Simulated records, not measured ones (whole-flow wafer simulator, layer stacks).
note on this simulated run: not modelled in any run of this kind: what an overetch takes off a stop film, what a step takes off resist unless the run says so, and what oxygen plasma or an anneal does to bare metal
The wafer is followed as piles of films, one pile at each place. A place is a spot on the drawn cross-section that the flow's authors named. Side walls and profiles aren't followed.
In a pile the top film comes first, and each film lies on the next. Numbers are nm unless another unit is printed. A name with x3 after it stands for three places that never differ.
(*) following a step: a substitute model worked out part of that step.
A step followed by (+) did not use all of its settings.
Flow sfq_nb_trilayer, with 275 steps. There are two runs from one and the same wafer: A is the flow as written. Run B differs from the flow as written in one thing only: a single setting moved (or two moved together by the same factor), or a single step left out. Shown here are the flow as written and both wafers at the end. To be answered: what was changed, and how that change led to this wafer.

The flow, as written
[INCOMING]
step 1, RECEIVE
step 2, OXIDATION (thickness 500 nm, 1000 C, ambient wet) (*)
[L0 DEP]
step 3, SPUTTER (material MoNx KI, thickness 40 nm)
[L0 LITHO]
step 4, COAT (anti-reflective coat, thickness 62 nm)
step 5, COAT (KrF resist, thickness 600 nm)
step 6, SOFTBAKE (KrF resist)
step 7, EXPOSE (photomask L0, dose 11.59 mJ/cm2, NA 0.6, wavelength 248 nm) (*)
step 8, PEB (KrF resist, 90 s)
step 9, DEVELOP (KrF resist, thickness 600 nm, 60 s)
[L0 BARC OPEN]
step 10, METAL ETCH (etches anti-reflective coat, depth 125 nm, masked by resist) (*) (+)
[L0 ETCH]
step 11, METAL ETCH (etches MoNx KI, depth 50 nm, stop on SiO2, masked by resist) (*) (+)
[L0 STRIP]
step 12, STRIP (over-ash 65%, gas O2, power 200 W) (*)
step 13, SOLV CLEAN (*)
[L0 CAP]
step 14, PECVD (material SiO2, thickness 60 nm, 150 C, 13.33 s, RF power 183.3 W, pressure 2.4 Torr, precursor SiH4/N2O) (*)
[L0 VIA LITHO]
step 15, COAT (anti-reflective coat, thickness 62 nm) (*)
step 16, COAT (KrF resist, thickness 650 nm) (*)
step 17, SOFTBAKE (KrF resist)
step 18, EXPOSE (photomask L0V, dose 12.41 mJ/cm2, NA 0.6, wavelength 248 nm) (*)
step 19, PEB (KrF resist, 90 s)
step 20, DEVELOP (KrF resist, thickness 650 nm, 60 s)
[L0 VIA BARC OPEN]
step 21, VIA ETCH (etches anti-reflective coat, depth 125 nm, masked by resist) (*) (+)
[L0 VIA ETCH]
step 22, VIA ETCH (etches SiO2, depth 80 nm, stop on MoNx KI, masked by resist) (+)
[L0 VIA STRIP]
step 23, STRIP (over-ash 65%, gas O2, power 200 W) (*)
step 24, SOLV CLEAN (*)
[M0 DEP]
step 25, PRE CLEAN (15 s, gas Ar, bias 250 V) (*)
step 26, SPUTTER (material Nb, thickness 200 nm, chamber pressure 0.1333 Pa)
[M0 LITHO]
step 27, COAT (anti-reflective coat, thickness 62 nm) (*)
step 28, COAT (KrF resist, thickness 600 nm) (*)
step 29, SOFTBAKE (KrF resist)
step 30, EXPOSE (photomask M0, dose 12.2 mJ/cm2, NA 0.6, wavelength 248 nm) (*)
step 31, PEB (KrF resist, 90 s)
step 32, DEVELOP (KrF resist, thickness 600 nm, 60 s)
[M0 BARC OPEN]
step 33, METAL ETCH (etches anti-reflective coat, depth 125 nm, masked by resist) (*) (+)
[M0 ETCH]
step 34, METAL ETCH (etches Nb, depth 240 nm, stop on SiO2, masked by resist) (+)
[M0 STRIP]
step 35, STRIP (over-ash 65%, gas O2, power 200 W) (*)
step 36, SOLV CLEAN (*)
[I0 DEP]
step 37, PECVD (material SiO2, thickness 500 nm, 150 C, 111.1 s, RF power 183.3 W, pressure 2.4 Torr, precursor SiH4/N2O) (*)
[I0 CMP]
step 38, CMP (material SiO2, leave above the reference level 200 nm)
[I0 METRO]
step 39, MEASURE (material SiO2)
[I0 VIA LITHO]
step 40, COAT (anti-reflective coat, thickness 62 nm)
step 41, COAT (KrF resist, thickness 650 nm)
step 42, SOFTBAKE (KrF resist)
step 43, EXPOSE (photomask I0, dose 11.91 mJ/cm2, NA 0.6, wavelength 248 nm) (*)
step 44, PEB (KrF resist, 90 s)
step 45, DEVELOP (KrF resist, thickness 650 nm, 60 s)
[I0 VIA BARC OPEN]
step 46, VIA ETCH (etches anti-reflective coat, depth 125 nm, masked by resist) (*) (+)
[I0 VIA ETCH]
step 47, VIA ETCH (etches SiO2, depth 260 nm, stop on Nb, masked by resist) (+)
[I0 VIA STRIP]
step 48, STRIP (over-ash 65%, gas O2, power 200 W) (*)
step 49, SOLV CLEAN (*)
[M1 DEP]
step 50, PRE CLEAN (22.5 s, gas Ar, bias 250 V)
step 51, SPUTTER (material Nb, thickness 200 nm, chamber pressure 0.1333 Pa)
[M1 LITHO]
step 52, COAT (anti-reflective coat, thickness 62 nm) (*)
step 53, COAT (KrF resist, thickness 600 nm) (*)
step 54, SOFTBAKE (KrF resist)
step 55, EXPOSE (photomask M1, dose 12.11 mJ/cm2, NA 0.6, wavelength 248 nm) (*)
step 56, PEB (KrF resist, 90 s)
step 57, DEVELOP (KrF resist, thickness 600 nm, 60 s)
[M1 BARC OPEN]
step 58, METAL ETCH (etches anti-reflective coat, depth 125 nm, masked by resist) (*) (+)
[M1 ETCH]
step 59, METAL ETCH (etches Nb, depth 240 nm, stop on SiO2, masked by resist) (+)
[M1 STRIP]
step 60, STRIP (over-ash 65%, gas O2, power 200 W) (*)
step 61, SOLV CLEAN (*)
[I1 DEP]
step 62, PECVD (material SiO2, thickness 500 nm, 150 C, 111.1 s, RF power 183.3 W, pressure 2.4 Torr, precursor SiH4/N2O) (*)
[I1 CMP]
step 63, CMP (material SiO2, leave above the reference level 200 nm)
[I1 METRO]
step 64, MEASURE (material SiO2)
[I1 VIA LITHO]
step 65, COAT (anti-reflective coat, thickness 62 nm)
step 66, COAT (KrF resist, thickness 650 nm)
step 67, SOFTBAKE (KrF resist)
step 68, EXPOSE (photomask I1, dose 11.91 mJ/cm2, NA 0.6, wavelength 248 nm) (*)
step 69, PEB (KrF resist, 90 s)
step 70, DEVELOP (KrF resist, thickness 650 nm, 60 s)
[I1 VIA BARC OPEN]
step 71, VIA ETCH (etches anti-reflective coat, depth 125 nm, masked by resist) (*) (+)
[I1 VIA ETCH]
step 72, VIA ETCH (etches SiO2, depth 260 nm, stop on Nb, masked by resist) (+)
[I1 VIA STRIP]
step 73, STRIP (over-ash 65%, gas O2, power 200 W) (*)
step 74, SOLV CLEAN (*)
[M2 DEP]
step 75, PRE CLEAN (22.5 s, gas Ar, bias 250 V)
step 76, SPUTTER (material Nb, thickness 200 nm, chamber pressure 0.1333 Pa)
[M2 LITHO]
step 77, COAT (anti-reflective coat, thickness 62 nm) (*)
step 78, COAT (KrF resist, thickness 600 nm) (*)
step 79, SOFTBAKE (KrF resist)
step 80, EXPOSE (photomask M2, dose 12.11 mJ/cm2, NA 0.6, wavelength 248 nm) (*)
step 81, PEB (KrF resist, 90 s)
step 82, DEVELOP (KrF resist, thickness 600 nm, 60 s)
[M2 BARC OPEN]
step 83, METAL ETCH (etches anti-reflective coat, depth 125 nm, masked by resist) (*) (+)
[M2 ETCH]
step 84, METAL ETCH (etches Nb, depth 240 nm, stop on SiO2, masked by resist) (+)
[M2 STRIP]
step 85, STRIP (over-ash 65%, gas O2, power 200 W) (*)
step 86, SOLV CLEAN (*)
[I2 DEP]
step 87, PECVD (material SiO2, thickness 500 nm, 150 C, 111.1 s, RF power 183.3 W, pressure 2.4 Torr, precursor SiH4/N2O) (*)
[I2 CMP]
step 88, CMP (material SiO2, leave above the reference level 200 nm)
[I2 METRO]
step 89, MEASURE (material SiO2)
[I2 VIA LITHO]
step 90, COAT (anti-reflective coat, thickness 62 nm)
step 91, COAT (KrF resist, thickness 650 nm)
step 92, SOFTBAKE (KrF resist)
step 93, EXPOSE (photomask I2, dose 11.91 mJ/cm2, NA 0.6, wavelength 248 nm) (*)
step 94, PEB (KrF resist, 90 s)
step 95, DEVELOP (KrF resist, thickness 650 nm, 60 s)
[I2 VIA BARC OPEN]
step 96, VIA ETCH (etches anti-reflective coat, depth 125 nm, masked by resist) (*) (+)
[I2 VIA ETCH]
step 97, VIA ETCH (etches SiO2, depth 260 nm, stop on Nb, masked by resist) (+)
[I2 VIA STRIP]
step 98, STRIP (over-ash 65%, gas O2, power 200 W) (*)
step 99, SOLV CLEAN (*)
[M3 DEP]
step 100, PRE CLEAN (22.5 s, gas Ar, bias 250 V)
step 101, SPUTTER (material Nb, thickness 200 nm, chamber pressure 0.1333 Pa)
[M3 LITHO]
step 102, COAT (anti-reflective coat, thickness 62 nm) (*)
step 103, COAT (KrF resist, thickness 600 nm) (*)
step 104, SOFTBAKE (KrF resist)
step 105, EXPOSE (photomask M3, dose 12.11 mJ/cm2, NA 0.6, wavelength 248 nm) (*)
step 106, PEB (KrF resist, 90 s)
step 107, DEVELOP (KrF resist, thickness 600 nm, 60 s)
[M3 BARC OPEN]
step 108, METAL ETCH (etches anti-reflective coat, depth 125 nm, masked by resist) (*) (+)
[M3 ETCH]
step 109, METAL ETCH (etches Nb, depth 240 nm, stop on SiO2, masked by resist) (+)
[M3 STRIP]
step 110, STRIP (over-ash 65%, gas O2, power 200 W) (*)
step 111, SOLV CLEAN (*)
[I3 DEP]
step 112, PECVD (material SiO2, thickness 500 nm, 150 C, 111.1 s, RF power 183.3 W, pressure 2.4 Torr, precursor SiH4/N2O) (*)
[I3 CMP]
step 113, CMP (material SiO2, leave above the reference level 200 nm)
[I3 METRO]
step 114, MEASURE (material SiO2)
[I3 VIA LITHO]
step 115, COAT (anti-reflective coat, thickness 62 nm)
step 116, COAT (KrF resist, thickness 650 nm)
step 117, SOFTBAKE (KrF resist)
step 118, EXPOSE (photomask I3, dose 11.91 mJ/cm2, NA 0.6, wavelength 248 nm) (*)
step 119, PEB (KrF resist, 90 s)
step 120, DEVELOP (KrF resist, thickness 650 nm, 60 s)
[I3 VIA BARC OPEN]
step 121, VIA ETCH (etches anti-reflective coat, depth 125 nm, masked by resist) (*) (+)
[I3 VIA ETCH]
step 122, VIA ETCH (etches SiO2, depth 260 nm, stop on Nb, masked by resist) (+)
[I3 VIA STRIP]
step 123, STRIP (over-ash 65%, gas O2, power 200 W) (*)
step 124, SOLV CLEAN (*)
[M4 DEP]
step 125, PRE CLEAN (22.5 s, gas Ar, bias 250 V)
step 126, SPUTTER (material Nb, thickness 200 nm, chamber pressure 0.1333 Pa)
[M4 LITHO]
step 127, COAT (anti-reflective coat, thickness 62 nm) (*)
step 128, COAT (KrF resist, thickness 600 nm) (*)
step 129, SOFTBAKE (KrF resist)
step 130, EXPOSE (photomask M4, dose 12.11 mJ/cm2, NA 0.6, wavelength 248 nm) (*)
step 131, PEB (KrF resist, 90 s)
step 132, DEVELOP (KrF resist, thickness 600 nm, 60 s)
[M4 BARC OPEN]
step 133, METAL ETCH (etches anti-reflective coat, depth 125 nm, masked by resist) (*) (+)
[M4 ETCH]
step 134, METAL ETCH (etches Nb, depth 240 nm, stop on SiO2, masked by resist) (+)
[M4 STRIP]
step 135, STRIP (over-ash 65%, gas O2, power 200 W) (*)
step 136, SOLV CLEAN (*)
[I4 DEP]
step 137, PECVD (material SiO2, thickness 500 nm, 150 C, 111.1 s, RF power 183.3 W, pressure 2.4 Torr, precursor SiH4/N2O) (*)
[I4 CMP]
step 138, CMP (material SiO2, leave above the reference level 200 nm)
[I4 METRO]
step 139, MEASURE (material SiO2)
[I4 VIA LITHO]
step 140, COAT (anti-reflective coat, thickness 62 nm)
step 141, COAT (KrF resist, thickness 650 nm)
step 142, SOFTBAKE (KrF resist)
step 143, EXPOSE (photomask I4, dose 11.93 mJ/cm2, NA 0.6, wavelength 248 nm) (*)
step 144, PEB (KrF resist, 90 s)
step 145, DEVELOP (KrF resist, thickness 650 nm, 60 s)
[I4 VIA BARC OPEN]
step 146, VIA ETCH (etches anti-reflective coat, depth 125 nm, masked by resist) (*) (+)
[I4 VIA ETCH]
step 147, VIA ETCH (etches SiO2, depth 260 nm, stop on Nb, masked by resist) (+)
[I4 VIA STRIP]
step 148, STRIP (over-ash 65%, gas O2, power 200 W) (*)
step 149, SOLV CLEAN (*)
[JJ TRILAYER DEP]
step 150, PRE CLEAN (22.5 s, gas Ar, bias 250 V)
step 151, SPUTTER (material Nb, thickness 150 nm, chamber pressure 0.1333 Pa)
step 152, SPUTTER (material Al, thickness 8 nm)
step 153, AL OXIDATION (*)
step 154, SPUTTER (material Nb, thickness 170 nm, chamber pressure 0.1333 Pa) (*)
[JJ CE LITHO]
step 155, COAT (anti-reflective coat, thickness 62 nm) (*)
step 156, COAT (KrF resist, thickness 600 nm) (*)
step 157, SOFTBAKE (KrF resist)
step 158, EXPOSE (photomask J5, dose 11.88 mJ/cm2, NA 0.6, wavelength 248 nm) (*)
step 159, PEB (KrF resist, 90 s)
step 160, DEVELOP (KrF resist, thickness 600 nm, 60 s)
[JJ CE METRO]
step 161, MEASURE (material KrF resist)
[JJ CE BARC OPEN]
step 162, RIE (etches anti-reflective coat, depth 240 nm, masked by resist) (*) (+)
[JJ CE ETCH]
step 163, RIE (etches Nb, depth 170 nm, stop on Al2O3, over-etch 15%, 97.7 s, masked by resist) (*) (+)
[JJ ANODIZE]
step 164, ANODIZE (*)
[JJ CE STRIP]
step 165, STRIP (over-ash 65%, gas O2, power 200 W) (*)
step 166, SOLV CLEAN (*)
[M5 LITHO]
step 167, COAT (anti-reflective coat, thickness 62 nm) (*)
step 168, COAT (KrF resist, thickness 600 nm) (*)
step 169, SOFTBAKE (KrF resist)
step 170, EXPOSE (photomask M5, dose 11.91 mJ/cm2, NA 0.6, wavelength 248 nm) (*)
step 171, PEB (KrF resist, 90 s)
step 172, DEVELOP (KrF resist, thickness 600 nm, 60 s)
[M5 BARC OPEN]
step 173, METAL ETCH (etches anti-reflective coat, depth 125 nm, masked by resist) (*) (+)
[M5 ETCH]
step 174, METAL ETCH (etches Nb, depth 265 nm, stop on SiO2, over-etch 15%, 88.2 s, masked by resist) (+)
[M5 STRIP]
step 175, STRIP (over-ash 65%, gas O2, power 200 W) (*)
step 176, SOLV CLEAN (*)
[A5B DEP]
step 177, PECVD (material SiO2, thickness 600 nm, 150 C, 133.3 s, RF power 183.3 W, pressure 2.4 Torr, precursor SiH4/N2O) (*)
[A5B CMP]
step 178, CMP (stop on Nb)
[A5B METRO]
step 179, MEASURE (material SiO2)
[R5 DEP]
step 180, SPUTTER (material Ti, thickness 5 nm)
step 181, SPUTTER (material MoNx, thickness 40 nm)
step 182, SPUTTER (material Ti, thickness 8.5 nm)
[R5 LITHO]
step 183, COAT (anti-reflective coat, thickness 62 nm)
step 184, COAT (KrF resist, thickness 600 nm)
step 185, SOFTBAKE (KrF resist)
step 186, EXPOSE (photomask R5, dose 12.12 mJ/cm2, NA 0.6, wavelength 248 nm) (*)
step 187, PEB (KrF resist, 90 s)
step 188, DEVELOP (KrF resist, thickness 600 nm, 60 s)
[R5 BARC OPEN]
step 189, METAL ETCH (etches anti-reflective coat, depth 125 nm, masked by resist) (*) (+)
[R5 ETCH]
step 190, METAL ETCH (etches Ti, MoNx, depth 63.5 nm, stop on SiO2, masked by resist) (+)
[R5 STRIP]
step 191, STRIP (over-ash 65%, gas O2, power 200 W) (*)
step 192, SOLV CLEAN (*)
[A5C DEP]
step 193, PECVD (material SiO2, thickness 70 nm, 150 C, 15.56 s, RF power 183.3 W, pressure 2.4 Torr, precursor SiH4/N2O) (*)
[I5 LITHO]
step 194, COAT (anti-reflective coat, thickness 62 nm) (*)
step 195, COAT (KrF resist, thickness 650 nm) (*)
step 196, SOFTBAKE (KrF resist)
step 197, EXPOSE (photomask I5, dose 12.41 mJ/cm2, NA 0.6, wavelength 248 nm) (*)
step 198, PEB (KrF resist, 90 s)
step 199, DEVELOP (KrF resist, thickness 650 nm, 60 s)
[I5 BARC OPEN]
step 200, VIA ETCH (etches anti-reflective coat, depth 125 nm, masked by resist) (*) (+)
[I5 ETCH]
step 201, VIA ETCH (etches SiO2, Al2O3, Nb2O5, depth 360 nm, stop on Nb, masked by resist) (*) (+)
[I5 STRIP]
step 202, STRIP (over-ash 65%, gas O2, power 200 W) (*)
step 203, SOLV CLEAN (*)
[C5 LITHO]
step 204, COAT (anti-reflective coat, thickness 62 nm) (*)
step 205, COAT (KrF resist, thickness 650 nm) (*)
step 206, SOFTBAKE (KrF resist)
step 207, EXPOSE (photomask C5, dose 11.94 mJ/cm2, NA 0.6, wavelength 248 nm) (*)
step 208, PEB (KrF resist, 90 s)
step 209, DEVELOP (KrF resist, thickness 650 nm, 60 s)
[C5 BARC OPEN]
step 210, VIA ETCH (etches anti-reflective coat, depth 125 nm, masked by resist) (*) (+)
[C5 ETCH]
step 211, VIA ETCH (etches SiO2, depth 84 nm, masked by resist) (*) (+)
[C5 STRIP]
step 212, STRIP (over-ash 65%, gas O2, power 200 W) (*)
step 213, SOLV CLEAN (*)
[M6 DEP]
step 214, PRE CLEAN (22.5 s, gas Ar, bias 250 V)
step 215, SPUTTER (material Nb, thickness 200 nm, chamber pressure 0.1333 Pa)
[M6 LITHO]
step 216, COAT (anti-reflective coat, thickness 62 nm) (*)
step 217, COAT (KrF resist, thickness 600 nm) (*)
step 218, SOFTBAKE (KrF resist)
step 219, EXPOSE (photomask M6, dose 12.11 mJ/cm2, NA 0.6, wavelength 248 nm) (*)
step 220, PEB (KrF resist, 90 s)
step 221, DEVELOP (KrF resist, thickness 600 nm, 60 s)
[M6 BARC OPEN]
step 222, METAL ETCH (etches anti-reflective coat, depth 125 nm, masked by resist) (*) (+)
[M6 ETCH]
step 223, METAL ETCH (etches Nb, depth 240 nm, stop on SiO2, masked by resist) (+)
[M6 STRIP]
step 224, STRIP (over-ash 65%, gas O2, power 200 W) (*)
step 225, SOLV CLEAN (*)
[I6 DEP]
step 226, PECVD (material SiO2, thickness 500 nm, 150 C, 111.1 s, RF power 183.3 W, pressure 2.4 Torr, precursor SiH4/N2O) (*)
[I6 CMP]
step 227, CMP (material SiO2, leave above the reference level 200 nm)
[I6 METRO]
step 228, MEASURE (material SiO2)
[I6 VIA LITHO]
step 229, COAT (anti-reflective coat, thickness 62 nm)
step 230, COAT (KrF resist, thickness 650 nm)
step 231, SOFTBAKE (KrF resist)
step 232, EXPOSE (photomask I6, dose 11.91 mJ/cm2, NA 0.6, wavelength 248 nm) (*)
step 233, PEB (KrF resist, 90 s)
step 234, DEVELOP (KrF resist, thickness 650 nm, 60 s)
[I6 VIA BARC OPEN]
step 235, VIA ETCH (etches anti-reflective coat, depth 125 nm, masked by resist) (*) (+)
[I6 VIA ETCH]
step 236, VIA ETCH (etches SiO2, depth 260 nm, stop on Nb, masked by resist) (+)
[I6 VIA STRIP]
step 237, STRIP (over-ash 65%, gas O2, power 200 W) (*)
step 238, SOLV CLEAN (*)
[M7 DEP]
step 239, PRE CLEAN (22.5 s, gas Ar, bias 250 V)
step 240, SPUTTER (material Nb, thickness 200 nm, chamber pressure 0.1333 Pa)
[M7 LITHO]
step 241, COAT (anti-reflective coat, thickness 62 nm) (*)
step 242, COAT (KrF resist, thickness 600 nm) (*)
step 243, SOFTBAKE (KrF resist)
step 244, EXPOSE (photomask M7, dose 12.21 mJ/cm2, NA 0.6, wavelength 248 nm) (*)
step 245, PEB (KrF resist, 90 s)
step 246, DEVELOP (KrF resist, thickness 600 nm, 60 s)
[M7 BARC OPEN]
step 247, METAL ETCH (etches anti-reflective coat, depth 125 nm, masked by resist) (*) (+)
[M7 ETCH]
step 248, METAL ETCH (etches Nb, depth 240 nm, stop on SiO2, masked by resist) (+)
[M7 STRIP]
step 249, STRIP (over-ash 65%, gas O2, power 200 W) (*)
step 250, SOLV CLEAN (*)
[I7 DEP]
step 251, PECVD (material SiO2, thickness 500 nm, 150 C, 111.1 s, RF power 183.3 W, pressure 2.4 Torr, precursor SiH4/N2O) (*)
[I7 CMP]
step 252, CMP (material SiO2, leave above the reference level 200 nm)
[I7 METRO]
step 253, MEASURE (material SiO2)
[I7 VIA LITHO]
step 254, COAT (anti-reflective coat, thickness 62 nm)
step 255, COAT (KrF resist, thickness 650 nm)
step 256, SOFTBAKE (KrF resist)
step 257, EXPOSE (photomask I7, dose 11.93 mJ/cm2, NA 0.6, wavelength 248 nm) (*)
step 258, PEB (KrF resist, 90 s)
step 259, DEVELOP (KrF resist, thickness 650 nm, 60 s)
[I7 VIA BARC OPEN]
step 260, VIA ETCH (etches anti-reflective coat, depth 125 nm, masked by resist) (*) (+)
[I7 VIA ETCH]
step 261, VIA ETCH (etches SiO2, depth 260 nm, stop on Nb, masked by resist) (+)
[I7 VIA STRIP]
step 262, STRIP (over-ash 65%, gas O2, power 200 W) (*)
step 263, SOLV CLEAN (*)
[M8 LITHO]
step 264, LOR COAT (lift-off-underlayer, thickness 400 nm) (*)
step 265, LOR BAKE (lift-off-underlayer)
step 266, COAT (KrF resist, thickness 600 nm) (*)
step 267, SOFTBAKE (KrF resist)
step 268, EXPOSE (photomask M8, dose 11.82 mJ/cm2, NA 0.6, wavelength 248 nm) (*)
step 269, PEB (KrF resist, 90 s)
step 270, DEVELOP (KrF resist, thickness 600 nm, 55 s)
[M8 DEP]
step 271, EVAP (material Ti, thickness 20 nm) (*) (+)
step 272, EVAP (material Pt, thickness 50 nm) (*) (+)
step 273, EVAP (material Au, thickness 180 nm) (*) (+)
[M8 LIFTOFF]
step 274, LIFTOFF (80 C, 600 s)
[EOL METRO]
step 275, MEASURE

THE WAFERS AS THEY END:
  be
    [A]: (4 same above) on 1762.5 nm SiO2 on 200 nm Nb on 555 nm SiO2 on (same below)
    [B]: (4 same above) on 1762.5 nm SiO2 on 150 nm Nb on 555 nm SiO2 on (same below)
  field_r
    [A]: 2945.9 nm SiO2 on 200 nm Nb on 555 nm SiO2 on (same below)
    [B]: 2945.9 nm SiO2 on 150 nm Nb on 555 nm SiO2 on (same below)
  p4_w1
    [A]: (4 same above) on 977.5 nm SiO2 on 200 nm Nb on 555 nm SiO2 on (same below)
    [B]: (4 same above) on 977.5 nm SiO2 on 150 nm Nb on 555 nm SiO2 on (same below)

The reason: step 26, SPUTTER: thickness 150 nm was run, whereas the flow has thickness 200 nm.
One can read it off the wafer: be has Nb 150, and step 26 as written asks for 200 nm.

Step by step, how the change led to this:
  step 26, SPUTTER (material Nb, thickness 200 nm, chamber pressure 0.1333 Pa)
      field_l, v_sur, via_wl and 102 more: A +200 Nb (new film) | B +150 Nb (new film)
      l0v: A +195.7 Nb (new film) | B +145.9 Nb (new film)
  step 34, METAL ETCH (etches Nb, depth 240 nm, stop on SiO2, masked by resist) (+)
      field_l, v_sur, via_wl and 100 more: A -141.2 KrF resist | B -132.4 KrF resist
      moat, m0r_space_l, m0r_space_r: A -200 Nb (all of it) | B -150 Nb (all of it)
  step 35, STRIP (over-ash 65%, gas O2, power 200 W) (*)
      p4_fl, p4_fm, p4_w1 and 68 more: A -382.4 KrF resist (all of it), -62 anti-reflective coat (all of it) | B -391.2 KrF resist (all of it), -62 anti-reflective coat (all of it)
      ce_r, sp_r, be_r, r_sur: A -389 KrF resist (all of it), -63.6 anti-reflective coat (all of it) | B -397.8 KrF resist (all of it), -63.6 anti-reflective coat (all of it)
      (also at 28 further places)
  step 37, PECVD (material SiO2, thickness 500 nm, 150 C, 111.1 s, RF power 183.3 W, pressure 2.4 Torr, precursor SiH4/N2O) (*)
      moat, m0r_space_l, m0r_space_r: A +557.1 SiO2 | B +507.1 SiO2
